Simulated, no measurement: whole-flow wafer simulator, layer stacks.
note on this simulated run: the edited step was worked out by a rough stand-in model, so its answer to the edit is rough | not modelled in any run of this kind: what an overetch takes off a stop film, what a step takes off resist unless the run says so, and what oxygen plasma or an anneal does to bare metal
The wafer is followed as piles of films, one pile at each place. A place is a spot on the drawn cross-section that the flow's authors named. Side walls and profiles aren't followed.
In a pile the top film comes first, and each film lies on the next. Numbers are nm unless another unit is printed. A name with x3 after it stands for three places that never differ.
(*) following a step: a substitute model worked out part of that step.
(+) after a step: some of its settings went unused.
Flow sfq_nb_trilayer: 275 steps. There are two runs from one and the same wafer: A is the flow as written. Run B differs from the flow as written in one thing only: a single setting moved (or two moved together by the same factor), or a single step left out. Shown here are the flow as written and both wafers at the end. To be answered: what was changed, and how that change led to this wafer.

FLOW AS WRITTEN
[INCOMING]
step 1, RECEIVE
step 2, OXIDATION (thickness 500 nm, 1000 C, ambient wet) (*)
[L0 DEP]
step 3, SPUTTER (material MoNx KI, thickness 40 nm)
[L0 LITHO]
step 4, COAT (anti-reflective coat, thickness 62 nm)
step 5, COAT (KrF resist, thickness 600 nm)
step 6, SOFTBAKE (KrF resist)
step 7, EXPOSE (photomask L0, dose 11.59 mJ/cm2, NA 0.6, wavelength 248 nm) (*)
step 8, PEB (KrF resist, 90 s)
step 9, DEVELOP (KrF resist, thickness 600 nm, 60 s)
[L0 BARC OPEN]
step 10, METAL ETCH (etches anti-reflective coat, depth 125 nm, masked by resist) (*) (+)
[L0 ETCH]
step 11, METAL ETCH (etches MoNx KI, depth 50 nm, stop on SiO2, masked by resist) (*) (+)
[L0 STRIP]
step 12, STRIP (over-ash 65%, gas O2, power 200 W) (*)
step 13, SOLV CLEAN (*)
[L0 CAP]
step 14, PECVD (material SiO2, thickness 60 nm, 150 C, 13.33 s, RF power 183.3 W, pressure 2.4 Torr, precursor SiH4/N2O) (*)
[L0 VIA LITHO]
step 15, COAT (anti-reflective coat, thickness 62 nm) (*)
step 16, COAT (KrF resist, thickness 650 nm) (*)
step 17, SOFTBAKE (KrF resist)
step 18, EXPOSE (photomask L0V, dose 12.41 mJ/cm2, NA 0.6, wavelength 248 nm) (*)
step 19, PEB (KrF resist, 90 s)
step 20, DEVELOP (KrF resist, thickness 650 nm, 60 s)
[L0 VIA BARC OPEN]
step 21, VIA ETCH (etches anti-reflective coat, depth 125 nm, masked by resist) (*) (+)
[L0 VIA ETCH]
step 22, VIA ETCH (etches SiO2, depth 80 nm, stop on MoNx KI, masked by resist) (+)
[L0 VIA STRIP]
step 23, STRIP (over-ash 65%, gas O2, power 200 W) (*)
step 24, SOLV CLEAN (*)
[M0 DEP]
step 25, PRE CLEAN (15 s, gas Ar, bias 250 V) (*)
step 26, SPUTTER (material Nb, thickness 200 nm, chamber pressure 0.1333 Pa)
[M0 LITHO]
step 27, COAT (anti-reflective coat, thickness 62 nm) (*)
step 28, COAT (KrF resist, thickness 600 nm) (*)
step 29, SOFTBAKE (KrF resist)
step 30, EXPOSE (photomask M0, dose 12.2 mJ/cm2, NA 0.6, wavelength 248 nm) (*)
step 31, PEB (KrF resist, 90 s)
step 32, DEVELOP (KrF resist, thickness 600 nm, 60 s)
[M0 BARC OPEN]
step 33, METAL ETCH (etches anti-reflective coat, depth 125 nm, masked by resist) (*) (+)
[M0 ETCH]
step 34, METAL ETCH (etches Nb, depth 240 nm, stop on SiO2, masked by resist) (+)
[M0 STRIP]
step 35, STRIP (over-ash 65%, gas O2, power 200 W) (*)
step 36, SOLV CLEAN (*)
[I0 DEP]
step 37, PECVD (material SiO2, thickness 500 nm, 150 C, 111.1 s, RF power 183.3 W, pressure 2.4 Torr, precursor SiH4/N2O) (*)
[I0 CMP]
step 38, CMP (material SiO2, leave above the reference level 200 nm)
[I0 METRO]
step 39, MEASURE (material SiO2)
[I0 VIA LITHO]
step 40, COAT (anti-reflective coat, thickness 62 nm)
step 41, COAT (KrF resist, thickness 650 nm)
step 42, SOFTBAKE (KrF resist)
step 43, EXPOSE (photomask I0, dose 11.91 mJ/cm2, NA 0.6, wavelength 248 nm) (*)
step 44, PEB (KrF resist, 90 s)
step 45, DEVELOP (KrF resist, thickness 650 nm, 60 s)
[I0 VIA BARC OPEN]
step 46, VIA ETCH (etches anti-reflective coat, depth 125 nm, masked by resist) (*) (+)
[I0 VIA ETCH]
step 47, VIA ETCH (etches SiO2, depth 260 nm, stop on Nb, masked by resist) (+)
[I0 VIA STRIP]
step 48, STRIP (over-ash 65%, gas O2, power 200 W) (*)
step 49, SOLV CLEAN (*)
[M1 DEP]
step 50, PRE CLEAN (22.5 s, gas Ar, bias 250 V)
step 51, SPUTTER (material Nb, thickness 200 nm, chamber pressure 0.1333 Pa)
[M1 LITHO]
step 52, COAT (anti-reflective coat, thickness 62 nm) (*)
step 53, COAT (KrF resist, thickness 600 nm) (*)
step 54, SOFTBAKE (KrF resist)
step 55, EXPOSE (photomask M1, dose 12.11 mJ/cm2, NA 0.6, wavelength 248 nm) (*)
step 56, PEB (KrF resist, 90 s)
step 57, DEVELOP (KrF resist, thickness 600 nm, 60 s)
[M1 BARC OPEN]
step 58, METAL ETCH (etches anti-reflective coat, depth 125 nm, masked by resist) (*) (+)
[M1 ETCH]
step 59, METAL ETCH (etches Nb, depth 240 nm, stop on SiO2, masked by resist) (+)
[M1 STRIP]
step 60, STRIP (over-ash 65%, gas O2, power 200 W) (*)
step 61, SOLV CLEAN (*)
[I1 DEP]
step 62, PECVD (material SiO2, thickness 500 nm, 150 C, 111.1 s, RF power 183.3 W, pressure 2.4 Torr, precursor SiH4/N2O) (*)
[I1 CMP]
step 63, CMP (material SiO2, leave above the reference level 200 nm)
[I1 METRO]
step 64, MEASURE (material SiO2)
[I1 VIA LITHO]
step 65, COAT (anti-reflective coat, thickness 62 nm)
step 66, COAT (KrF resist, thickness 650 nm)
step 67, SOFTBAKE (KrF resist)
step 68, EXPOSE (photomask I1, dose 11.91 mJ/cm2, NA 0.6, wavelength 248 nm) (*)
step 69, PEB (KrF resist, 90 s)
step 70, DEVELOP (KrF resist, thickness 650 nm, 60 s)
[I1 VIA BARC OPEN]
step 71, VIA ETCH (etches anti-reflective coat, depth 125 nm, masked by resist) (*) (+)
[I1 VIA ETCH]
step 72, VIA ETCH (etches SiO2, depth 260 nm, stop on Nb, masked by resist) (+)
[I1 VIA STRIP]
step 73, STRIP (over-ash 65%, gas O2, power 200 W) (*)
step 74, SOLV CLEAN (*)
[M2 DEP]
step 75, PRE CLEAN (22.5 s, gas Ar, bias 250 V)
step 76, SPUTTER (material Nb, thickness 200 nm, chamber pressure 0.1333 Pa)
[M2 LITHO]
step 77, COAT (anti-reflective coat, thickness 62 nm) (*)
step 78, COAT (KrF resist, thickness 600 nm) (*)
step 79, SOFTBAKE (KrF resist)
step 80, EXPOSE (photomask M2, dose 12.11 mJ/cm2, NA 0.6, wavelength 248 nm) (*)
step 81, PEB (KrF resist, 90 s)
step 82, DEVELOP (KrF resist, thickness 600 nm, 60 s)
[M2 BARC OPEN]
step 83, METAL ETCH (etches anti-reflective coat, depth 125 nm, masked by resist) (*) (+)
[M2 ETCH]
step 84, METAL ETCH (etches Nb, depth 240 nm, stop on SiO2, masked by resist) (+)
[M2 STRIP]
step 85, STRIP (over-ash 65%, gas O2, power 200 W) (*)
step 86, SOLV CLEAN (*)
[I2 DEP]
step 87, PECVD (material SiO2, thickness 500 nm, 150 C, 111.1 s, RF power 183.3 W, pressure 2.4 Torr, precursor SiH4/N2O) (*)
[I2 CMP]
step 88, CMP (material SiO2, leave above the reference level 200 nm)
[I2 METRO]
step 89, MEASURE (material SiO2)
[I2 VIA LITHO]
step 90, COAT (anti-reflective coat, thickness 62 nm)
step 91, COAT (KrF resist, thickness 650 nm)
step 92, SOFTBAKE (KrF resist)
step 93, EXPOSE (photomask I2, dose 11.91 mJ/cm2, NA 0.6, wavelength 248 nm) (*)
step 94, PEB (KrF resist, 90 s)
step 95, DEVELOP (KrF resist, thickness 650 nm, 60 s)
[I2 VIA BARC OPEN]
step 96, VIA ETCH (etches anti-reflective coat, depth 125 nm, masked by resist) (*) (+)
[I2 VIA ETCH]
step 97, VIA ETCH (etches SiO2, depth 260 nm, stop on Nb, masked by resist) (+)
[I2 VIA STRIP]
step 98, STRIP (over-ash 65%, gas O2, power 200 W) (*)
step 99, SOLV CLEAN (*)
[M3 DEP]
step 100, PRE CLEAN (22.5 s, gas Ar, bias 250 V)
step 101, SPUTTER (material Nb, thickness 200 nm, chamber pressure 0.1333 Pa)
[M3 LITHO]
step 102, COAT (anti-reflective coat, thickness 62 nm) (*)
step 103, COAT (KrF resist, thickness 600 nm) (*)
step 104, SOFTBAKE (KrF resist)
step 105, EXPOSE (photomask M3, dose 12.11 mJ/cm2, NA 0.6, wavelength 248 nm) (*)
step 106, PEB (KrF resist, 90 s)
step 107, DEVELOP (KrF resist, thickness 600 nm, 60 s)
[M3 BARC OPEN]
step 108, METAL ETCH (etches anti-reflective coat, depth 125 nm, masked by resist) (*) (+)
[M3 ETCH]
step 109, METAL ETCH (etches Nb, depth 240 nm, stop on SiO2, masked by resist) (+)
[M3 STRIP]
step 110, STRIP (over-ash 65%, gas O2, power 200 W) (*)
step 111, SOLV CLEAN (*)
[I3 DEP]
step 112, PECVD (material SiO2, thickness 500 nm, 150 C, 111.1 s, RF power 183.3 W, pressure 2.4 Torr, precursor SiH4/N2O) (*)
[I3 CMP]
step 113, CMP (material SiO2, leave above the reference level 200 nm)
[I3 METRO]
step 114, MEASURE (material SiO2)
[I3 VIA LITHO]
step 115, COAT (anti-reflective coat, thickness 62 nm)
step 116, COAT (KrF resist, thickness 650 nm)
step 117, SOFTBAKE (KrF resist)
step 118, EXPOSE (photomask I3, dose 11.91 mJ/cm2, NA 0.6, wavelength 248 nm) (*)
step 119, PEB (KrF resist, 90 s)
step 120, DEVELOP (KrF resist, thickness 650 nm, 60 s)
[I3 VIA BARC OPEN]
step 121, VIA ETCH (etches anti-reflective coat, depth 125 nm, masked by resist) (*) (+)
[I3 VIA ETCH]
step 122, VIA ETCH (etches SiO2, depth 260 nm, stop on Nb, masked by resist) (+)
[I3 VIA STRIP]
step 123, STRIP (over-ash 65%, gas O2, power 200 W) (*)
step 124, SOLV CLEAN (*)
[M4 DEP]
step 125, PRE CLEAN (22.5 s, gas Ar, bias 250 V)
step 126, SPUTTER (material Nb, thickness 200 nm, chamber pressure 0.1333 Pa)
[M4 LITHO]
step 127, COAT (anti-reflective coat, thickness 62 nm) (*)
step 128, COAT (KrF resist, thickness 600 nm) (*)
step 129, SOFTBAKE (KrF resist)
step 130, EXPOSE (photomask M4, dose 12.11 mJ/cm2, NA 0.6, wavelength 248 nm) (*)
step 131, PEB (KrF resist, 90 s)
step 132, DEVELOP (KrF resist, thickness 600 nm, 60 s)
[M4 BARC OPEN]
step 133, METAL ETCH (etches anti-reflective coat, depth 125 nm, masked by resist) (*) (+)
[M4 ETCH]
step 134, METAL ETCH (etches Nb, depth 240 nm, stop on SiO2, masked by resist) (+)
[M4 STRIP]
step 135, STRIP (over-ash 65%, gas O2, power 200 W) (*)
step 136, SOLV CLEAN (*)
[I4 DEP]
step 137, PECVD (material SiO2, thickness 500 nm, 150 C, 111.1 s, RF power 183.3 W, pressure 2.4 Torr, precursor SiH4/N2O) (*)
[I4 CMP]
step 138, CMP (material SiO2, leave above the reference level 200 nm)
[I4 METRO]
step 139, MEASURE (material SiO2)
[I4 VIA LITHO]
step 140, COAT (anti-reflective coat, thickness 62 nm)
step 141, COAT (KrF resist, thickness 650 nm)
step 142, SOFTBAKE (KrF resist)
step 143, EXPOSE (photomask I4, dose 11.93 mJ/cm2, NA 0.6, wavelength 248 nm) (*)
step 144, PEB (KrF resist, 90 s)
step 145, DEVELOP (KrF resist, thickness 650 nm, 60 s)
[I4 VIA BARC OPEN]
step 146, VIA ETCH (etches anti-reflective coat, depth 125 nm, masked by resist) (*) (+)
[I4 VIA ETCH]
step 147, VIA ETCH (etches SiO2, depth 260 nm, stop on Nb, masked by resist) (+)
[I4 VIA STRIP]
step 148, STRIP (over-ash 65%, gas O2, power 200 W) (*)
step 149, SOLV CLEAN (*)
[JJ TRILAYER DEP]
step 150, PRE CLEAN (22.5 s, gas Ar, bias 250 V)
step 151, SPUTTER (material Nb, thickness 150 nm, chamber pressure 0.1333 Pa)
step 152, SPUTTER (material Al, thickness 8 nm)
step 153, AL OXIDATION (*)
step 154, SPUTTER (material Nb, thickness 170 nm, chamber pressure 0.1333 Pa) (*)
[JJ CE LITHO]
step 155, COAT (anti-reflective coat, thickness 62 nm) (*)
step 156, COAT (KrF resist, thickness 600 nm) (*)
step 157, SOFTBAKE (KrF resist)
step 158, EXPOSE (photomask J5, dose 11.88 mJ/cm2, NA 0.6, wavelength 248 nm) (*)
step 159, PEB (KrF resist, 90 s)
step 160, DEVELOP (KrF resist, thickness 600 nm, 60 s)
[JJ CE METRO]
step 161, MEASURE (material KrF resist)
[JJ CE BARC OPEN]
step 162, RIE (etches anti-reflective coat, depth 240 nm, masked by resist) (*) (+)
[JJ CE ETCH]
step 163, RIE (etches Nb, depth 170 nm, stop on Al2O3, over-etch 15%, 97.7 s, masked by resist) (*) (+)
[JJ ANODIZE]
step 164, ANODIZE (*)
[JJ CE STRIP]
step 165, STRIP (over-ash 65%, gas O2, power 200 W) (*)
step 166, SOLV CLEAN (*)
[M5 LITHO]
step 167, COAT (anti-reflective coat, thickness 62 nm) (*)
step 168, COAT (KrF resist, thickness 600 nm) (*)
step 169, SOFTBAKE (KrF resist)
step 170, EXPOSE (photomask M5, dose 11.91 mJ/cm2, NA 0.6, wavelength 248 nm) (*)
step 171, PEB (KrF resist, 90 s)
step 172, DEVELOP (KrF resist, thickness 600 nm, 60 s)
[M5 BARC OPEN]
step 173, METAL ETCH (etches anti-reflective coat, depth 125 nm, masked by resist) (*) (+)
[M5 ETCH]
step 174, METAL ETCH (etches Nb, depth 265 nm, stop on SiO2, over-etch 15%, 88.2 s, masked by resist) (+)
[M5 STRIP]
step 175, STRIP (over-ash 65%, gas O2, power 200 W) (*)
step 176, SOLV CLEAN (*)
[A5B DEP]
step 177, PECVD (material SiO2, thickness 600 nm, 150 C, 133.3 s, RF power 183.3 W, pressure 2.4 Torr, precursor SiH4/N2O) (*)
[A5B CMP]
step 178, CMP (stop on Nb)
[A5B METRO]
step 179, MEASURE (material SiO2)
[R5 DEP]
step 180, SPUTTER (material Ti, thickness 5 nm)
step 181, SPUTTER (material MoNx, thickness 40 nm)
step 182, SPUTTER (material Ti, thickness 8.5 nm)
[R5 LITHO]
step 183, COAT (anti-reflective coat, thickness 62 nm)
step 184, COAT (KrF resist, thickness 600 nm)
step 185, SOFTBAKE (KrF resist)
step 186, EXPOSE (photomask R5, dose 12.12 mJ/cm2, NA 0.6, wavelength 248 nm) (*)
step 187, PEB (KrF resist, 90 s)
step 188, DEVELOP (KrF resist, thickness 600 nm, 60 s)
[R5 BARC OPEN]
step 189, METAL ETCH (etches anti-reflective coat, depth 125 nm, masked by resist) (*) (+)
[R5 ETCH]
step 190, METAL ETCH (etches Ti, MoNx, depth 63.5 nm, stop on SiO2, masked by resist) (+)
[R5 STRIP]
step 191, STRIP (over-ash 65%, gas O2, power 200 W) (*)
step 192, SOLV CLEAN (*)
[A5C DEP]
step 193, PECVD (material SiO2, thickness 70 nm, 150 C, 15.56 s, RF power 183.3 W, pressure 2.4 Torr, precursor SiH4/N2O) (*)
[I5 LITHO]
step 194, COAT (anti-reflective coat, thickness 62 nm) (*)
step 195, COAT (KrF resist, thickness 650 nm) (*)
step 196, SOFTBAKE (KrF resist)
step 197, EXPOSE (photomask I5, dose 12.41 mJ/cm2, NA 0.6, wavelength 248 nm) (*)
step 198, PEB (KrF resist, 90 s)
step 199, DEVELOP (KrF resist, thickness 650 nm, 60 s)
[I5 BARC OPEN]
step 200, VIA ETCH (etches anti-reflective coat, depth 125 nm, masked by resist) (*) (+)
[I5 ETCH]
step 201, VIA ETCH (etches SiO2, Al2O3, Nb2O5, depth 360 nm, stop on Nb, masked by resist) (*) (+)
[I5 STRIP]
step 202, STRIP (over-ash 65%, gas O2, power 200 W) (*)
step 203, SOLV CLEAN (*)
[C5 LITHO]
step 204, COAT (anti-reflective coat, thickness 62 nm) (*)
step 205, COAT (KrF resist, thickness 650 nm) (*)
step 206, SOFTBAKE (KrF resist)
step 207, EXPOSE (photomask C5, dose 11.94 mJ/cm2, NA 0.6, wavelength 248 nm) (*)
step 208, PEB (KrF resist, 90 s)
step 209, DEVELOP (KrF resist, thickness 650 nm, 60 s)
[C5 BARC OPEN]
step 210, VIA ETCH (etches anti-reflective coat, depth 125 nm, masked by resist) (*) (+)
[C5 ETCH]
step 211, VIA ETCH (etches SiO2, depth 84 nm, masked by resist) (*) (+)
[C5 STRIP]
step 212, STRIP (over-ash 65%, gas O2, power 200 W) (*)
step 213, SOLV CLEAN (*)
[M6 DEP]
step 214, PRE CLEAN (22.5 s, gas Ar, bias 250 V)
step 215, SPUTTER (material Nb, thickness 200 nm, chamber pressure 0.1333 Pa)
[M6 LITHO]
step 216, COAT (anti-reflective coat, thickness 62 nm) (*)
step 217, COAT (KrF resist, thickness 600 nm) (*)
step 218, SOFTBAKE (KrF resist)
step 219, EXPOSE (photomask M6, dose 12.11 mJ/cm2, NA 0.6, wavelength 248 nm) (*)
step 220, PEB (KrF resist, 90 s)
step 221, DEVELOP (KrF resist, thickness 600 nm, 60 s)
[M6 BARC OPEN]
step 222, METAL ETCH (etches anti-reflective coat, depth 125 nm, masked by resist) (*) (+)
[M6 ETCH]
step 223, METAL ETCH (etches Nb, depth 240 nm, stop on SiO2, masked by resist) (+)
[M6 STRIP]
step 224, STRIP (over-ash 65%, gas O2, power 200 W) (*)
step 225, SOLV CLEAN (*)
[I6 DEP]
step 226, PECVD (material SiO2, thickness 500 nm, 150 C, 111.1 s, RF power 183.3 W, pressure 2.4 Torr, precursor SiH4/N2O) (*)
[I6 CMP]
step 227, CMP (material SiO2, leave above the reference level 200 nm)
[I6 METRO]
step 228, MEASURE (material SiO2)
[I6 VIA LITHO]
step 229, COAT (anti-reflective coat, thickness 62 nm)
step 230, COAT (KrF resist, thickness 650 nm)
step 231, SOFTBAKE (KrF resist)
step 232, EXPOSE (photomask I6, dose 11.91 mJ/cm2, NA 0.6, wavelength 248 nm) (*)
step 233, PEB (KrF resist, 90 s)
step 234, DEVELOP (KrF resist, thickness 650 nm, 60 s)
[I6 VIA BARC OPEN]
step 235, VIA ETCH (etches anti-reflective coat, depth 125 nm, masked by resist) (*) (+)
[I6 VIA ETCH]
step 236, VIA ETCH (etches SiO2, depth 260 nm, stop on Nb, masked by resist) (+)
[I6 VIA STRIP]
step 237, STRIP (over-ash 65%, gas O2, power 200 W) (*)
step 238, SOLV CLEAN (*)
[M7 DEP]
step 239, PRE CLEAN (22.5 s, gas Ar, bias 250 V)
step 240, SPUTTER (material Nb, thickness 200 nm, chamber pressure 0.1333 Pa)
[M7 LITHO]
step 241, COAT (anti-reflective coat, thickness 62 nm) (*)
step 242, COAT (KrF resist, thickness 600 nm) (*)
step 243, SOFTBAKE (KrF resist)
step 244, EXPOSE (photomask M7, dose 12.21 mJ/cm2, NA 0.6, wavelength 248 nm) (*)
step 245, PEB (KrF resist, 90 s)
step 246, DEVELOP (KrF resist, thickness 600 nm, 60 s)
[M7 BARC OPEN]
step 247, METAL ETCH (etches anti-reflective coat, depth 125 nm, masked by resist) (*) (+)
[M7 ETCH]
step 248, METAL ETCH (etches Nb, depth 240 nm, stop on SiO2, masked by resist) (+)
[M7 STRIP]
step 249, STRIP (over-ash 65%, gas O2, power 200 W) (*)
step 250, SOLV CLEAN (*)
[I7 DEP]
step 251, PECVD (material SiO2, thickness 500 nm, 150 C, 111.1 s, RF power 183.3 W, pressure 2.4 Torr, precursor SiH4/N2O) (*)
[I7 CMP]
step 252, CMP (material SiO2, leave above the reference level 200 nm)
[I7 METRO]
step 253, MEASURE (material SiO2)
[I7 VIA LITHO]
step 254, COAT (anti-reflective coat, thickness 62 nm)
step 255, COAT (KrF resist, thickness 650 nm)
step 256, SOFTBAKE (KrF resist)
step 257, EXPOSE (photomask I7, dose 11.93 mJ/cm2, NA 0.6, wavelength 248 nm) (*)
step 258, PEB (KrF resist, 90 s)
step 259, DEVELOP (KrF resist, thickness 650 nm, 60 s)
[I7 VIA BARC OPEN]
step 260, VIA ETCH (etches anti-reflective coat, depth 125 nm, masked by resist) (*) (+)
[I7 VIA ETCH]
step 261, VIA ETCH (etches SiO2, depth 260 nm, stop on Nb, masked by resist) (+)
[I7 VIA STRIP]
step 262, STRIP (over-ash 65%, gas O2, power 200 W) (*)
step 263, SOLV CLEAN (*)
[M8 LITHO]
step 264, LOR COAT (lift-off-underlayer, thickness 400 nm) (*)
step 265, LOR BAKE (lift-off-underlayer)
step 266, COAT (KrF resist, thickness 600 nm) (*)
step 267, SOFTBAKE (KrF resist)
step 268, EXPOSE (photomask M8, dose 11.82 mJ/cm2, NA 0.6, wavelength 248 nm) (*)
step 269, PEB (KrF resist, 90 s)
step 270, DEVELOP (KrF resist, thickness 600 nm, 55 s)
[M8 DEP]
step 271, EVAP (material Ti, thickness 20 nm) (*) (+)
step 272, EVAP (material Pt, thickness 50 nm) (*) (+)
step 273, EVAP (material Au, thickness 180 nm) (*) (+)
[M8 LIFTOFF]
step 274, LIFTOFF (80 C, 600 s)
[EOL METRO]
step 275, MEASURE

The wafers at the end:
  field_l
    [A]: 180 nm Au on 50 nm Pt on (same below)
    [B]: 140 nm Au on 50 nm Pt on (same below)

The reason: step 273, EVAP: thickness 140 nm was run, while the flow as written has thickness 180 nm.
One can read it off the wafer: field_l has Au 140, and step 273 as written asks for 180 nm.

How this came from the change, step by step:
  step 273, EVAP (material Au, thickness 180 nm) (*) (+)
      field_l, v_sur, via_wl and 103 more: A Au gains 180 (new film) | B Au gains 140 (new film)
  step 274, LIFTOFF (80 C, 600 s)
      p4_fl, p4_fm, p4_w1 and 71 more: A Au loses 180 (all of it), Pt loses 50 (all of it), Ti loses 20 (all of it), KrF resist loses 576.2 (all of it), lift-off-underlayer loses 400 (all of it) | B Au loses 140 (all of it), Pt loses 50 (all of it), Ti loses 20 (all of it), KrF resist loses 576.2 (all of it), lift-off-underlayer loses 400 (all of it)
      c5j, ce_r: A Au loses 180 (all of it), Pt loses 50 (all of it), Ti loses 20 (all of it), KrF resist loses 573.3 (all of it), lift-off-underlayer loses 399.3 (all of it) | B Au loses 140 (all of it), Pt loses 50 (all of it), Ti loses 20 (all of it), KrF resist loses 573.3 (all of it), lift-off-underlayer loses 399.3 (all of it)
      (also at 19 further places)
